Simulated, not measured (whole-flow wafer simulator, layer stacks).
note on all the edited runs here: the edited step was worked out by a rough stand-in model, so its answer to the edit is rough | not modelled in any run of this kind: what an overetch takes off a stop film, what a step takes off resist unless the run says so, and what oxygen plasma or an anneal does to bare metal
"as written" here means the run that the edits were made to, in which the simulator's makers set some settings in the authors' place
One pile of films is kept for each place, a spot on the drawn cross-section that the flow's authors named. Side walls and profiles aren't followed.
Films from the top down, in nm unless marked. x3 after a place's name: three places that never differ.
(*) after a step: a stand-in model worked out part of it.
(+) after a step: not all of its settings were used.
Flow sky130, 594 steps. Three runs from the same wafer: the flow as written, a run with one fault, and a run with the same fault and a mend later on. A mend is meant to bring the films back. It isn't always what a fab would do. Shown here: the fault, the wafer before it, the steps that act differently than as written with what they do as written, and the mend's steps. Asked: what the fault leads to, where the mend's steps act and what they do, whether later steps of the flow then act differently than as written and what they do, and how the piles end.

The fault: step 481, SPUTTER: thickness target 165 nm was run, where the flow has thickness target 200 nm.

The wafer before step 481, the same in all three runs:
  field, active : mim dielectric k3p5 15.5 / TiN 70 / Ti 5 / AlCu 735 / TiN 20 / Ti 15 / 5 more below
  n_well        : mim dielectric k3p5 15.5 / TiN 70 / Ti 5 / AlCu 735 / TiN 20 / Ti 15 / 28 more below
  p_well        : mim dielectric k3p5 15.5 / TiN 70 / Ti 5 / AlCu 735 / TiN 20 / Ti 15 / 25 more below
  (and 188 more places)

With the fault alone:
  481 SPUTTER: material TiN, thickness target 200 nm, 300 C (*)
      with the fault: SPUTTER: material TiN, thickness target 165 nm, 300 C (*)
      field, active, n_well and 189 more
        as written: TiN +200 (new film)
        with the fault: TiN +165 (new film)
  Later steps of the flow that act differently than as written (3 more steps differ only slightly, by at most 2% or 0.5 nm, whichever is larger, and aren't shown):
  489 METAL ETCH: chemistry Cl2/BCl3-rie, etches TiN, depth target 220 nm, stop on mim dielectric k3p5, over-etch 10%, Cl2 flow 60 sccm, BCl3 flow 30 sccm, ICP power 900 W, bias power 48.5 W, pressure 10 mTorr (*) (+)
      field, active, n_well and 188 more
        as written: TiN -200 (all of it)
        with the fault: TiN -165 (all of it)
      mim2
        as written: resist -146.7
        with the fault: resist -121
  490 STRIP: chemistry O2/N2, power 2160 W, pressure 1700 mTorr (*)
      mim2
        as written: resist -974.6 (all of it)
        with the fault: resist -1000.3 (all of it)
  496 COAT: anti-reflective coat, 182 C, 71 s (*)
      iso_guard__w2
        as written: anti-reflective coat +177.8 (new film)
        with the fault: anti-reflective coat +154.8 (new film)
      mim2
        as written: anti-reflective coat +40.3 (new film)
        with the fault: anti-reflective coat +32.9 (new film)
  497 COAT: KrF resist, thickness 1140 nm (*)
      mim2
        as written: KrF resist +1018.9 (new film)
        with the fault: KrF resist +1052 (new film)
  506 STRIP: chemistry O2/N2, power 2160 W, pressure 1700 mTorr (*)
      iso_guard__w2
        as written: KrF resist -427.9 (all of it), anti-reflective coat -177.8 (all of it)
        with the fault: KrF resist -443.4 (all of it), anti-reflective coat -154.8 (all of it)
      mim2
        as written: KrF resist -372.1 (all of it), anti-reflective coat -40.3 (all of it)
        with the fault: KrF resist -405.1 (all of it), anti-reflective coat -32.9 (all of it)
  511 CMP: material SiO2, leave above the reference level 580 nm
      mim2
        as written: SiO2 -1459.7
        with the fault: SiO2 -1424.7
  At the end the piles differ from the flow's by more than 2% or 0.5 nm, whichever is larger, at mim2.
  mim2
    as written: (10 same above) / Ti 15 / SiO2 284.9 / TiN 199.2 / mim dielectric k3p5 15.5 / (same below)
    with the fault: (10 same above) / Ti 15 / SiO2 319.9 / TiN 164.2 / mim dielectric k3p5 15.5 / (same below)

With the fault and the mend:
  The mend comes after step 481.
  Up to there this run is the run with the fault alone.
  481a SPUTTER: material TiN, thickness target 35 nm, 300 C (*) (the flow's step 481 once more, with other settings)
      field, active, n_well and 189 more
        TiN +35
  No later step of the flow acts differently than as written at any place that is followed.
  At the end the piles are the same as the flow's at every place that both follow.
